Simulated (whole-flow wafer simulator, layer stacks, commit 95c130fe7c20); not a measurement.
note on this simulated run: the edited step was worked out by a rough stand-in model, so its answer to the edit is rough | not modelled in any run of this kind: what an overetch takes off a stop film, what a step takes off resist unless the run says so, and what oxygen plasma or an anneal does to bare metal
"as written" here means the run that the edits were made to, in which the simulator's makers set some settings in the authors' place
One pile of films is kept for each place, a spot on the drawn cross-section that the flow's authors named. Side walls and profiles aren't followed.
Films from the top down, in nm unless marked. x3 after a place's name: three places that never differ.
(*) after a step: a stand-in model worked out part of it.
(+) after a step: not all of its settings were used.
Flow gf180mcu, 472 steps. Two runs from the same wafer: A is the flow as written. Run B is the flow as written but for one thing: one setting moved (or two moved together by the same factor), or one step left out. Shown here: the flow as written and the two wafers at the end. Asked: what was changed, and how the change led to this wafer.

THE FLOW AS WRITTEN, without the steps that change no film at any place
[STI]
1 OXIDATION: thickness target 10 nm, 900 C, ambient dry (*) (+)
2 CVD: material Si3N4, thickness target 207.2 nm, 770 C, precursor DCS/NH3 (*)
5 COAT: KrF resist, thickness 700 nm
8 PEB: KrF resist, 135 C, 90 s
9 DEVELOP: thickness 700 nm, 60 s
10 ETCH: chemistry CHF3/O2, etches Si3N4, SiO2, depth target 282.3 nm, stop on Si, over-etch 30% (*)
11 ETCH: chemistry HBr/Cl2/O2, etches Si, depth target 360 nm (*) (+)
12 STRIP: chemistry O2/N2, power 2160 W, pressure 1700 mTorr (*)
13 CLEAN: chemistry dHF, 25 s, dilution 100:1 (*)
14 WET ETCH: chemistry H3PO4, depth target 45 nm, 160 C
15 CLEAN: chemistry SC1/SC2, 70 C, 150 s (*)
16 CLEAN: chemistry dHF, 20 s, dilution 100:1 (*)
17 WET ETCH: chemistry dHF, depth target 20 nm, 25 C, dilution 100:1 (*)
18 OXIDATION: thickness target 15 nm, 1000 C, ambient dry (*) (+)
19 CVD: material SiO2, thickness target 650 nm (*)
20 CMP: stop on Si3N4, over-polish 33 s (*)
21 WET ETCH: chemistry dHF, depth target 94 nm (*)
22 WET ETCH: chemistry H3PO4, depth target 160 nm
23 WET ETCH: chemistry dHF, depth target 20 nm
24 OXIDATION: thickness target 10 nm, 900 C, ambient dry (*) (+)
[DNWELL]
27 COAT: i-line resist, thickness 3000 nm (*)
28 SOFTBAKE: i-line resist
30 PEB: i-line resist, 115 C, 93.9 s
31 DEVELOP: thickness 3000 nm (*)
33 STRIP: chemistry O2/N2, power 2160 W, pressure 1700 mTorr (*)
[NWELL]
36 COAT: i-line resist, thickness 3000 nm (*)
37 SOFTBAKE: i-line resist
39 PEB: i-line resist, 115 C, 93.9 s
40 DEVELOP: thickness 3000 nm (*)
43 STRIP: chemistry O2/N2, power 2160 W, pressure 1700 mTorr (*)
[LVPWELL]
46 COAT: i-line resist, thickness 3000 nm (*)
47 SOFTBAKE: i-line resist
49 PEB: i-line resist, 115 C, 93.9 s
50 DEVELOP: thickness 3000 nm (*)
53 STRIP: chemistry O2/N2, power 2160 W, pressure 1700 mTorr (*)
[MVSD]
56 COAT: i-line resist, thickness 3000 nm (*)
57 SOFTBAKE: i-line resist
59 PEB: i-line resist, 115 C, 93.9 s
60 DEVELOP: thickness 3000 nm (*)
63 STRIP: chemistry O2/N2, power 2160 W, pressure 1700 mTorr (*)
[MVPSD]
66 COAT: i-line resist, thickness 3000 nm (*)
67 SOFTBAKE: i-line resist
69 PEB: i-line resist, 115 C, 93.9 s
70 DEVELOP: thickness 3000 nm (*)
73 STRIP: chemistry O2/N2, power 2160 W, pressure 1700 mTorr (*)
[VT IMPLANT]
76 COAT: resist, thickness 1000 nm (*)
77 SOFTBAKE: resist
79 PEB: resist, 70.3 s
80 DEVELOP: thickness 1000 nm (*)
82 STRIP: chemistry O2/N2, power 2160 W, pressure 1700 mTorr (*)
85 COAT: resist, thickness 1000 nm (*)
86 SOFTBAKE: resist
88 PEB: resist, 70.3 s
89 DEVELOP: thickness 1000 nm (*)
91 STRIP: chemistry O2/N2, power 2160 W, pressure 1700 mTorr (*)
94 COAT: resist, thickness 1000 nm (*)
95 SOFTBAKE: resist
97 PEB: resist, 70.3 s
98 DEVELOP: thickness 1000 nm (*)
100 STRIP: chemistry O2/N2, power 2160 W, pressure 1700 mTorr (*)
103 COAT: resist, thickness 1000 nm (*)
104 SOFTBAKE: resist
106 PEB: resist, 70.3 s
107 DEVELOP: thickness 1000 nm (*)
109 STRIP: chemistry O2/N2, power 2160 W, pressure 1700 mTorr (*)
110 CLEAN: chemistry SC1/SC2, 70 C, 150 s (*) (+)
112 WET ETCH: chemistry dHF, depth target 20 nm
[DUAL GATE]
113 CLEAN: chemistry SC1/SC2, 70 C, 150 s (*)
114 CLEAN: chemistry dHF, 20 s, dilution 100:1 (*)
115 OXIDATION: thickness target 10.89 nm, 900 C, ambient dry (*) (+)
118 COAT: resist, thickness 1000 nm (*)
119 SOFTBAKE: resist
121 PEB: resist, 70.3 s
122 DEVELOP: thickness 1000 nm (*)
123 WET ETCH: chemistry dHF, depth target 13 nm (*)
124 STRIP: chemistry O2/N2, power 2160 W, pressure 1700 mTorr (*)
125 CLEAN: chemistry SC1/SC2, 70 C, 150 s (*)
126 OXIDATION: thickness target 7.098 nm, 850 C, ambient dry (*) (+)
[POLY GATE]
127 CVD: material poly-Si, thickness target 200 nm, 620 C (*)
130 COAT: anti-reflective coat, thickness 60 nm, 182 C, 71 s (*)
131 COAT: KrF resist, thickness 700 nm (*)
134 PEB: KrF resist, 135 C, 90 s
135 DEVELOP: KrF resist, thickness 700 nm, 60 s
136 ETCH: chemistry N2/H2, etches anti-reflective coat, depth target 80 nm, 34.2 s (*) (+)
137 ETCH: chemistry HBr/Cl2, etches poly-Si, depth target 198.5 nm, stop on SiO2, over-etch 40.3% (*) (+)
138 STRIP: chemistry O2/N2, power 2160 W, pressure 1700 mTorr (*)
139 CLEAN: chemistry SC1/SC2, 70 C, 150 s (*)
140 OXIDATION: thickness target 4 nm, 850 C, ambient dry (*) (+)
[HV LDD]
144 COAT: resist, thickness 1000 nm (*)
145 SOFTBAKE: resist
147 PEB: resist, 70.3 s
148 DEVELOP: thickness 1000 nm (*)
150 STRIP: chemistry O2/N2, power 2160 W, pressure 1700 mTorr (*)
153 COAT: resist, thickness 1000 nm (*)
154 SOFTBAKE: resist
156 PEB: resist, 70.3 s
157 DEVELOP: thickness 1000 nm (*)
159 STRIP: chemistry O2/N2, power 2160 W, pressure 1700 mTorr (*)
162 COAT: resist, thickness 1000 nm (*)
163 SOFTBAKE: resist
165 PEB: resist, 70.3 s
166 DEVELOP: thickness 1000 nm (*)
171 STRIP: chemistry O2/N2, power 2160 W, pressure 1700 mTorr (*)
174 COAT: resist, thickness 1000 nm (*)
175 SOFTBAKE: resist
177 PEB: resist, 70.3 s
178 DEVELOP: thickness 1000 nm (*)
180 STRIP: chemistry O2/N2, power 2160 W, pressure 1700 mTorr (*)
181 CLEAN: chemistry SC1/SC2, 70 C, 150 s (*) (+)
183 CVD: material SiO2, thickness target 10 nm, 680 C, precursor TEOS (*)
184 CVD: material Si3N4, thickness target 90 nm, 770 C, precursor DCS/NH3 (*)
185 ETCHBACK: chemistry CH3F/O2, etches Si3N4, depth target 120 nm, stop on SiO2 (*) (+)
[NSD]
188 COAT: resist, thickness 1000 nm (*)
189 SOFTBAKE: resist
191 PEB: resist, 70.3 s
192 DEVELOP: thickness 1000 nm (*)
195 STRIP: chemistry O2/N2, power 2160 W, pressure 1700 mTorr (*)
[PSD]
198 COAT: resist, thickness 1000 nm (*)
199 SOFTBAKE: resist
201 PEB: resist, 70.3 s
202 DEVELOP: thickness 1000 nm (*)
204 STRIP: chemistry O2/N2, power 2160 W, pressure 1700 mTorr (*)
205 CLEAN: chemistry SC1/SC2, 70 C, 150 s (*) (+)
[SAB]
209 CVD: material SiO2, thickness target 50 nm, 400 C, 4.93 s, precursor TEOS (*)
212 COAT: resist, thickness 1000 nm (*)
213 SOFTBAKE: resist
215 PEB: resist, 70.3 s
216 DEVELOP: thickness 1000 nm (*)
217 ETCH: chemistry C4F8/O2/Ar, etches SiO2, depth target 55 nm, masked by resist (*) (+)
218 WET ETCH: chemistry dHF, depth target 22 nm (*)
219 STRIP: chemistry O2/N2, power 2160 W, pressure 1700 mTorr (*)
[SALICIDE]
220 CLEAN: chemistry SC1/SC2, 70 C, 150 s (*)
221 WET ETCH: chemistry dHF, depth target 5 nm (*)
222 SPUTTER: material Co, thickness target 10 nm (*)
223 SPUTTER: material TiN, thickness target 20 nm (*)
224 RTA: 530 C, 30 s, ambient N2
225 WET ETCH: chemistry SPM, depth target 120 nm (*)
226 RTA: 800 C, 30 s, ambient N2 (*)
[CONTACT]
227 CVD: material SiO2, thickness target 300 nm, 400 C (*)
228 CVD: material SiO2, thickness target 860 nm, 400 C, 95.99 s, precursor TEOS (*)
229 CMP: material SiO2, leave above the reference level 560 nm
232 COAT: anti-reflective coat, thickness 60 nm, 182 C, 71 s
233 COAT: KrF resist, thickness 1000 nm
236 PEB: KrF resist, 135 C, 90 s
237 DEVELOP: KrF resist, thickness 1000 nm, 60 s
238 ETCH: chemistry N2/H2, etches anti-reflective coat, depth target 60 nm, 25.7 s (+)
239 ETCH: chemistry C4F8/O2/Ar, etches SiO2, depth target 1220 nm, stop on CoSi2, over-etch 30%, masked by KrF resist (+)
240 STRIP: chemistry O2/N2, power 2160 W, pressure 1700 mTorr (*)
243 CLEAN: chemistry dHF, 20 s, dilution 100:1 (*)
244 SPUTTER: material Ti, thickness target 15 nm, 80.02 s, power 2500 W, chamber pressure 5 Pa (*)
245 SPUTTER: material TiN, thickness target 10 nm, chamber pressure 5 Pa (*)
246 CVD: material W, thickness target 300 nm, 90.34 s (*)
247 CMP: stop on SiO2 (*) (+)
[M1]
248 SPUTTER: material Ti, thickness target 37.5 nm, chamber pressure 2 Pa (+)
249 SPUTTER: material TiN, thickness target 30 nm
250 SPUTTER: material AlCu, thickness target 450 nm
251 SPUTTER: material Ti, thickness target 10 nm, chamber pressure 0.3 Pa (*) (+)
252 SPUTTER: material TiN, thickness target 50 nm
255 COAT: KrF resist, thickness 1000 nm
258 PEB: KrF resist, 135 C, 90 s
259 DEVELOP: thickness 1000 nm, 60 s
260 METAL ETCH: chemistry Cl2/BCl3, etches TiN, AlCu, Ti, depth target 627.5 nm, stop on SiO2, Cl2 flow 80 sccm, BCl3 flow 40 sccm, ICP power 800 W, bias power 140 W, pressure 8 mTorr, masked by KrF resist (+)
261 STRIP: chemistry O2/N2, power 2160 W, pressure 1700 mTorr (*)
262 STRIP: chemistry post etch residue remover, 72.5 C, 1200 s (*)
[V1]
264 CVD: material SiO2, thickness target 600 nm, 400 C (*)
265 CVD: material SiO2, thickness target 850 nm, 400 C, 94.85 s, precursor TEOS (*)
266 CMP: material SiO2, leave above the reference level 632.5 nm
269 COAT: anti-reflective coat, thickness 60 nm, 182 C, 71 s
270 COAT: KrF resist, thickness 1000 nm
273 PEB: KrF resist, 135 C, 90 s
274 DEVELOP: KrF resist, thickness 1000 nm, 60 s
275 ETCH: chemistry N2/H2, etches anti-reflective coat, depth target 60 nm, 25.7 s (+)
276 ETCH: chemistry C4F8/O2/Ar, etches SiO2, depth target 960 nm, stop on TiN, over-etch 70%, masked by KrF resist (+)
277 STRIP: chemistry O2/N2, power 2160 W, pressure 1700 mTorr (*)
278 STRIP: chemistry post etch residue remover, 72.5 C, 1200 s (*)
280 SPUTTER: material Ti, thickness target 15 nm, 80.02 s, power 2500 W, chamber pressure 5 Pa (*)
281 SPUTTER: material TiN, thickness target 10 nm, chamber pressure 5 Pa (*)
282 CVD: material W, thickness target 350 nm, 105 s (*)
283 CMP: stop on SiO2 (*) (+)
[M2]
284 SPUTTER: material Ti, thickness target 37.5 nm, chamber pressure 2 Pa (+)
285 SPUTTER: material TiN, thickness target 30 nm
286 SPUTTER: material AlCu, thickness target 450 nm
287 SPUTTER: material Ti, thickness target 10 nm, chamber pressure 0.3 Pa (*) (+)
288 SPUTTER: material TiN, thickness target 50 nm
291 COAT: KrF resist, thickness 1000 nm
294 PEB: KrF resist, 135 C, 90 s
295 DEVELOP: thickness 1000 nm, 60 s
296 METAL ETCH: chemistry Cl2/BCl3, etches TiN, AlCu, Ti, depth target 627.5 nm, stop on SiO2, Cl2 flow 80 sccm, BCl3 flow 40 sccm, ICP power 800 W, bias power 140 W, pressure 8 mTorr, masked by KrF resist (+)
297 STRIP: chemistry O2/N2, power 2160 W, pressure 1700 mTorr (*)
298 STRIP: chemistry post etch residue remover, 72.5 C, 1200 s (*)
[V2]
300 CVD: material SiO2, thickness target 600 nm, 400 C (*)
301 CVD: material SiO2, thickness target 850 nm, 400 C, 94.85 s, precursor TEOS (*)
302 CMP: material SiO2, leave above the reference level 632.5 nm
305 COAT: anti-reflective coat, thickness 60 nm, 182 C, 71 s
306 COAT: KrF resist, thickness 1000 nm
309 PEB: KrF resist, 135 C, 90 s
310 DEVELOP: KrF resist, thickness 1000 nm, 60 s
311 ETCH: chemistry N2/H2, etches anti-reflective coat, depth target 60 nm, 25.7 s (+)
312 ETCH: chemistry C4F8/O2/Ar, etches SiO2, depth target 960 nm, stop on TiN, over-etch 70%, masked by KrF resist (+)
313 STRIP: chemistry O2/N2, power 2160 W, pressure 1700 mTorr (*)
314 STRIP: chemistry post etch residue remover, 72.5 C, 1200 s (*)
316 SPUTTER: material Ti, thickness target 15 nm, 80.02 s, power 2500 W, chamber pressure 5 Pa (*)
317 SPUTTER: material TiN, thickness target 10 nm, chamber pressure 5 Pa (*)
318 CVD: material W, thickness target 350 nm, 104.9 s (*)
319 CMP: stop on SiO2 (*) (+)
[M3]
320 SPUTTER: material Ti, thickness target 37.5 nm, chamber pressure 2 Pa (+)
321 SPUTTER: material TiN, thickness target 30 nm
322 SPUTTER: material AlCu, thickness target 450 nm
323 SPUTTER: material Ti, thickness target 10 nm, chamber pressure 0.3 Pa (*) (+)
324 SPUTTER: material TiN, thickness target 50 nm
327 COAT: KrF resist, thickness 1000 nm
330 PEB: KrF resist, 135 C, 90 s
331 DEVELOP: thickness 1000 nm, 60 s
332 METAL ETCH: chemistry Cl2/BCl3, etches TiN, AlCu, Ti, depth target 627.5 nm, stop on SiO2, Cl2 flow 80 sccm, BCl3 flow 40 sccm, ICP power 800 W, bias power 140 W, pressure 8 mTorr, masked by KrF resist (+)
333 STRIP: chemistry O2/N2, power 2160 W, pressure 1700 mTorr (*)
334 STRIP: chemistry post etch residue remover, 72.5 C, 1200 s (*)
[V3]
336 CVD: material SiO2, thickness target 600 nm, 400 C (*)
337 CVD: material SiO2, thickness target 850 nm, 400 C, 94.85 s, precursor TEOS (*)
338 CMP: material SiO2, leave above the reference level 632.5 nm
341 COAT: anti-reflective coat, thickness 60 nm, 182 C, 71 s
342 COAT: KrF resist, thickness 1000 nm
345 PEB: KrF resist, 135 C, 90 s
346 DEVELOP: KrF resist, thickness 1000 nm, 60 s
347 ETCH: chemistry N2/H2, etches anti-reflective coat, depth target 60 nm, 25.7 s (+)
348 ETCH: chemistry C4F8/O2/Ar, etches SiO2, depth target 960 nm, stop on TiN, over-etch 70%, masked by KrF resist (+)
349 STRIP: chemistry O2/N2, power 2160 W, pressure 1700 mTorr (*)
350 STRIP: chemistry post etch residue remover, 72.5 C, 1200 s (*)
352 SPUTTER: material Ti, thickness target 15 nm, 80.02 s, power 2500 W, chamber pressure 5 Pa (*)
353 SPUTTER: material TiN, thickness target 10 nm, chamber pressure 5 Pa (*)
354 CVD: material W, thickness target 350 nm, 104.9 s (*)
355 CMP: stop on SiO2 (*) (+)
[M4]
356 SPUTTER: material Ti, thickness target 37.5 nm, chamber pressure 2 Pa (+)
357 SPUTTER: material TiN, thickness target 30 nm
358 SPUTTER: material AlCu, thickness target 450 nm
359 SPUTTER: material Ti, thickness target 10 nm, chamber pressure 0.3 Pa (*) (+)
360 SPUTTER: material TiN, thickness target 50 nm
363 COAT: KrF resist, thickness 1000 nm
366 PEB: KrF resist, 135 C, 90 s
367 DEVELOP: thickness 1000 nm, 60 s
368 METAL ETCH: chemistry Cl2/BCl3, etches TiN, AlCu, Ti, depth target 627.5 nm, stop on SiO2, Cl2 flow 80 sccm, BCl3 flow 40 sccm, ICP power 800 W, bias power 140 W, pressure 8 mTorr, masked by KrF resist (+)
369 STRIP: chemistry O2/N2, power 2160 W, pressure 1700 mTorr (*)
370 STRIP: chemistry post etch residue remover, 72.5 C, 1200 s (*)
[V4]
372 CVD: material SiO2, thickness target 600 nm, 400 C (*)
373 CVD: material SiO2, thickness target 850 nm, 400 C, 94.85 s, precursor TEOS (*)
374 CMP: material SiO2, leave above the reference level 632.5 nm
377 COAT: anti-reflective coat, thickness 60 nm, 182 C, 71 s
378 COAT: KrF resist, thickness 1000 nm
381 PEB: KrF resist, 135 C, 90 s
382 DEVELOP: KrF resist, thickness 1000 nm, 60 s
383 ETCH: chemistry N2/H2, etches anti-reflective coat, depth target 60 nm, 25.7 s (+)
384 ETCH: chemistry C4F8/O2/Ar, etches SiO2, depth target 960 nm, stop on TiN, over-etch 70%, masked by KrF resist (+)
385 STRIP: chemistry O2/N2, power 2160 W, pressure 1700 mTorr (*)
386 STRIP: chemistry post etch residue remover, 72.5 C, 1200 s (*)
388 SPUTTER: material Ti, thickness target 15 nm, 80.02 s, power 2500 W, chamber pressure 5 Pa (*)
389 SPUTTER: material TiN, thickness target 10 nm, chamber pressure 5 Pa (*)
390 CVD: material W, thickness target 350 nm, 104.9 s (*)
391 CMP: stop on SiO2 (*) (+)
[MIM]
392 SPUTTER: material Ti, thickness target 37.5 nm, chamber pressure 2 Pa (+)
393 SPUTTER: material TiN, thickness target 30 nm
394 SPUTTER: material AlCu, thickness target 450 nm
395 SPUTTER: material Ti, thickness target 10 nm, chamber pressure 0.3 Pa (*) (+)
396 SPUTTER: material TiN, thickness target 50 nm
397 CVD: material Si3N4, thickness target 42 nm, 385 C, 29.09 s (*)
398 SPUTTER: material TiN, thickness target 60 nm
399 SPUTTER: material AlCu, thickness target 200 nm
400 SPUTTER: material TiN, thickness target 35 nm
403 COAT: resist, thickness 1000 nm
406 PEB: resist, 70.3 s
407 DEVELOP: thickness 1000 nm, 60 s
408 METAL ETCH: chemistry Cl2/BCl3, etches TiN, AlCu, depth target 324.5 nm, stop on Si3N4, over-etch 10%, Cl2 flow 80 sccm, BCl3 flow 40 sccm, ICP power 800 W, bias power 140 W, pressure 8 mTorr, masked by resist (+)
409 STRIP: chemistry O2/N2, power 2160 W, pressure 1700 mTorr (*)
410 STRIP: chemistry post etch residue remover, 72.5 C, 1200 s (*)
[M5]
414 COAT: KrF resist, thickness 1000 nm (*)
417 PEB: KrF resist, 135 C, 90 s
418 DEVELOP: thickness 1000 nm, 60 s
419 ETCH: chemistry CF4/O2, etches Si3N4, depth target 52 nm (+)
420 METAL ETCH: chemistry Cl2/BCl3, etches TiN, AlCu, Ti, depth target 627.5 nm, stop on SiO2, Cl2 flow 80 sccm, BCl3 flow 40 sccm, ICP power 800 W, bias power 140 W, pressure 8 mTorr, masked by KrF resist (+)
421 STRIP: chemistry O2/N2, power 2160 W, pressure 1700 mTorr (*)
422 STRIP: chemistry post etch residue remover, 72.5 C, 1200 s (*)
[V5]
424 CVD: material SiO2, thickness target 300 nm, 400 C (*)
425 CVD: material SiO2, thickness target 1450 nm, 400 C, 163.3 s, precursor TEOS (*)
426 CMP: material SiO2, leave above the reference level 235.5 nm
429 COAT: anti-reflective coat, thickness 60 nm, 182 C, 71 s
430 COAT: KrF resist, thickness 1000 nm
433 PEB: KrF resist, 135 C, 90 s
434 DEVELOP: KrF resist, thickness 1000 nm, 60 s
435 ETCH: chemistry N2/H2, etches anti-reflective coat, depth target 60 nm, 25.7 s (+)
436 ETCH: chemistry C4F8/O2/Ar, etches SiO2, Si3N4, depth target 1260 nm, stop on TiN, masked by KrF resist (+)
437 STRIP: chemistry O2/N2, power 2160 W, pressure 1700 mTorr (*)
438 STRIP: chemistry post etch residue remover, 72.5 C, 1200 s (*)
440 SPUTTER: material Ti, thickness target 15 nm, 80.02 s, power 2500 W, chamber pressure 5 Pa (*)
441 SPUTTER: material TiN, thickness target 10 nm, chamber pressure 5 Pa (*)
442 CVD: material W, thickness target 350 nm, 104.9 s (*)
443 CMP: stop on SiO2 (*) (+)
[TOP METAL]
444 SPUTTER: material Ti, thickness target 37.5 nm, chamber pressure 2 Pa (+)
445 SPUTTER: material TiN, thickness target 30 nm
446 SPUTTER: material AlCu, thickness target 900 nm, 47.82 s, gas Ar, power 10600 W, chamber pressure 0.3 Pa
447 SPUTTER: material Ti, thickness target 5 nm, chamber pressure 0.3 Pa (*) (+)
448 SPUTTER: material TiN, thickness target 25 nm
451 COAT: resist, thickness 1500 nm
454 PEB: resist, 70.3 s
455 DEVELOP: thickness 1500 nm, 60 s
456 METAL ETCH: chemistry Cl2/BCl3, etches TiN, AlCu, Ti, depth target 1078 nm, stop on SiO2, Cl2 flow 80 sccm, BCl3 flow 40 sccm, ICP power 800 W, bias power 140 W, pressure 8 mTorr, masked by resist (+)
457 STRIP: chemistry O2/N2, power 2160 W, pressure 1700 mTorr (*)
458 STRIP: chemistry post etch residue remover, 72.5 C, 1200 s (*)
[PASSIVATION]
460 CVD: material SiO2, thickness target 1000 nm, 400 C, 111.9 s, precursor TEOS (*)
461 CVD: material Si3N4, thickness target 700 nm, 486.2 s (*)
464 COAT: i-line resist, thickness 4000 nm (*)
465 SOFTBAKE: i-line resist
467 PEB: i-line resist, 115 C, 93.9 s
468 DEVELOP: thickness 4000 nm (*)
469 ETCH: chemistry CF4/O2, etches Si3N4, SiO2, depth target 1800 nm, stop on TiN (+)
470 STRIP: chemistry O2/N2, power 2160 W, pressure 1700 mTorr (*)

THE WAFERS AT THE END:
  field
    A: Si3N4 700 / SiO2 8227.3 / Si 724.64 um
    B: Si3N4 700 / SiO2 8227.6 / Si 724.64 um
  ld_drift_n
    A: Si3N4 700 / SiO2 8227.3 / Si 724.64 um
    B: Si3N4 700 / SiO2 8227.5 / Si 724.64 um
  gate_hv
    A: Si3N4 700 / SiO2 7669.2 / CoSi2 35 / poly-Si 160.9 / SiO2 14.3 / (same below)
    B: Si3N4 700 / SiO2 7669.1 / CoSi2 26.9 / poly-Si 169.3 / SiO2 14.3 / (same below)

The cause: step 222, SPUTTER: thickness target 7.7 nm was run, where the flow has thickness target 10 nm.

How the change led to this, step by step:
  222 SPUTTER: material Co, thickness target 10 nm (*)
      field, field__w7, field__w8 and 71 more: A Co +10 (new film) | B Co +7.7 (new film)
      field__w6, field_sub, field_sub__w2: A Co +9.95 (new film) | B Co +7.66 (new film)
      (and at 34 more places)
  224 RTA: 530 C, 30 s, ambient N2
      gate, gate_hv, gate_p and 22 more: A under 1 film: CoSi +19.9 (new film), Co -10 (all of it), poly-Si -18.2 | B under 1 film: CoSi +15.3 (new film), Co -7.7 (all of it), poly-Si -14
      active, p_well, sd_n and 11 more: A under 1 film: CoSi +19.9 (new film), Co -10 (all of it), Si -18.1 | B under 1 film: CoSi +15.3 (new film), Co -7.7 (all of it), Si -14
      (and at 10 more places)
  225 WET ETCH: chemistry SPM, depth target 120 nm (*)
      field, field__w7, field__w8 and 32 more: A TiN -20 (all of it), Co -10 (all of it) | B TiN -20 (all of it), Co -7.7 (all of it)
      field_sub, field_sub__w2: A TiN -19.9 (all of it), Co -9.95 (all of it) | B TiN -19.9 (all of it), Co -7.66 (all of it)
      (and at 25 more places)
  226 RTA: 800 C, 30 s, ambient N2 (*)
      gate, gate_hv, gate_p and 22 more: A CoSi2 +35 (new film), CoSi -19.9 (all of it), poly-Si -18.2 | B CoSi2 +26.9 (new film), CoSi -15.3 (all of it), poly-Si -14
      active, p_well, sd_n and 11 more: A CoSi2 +35 (new film), CoSi -19.9 (all of it), Si -18.1 | B CoSi2 +26.9 (new film), CoSi -15.3 (all of it), Si -14
      (and at 10 more places)
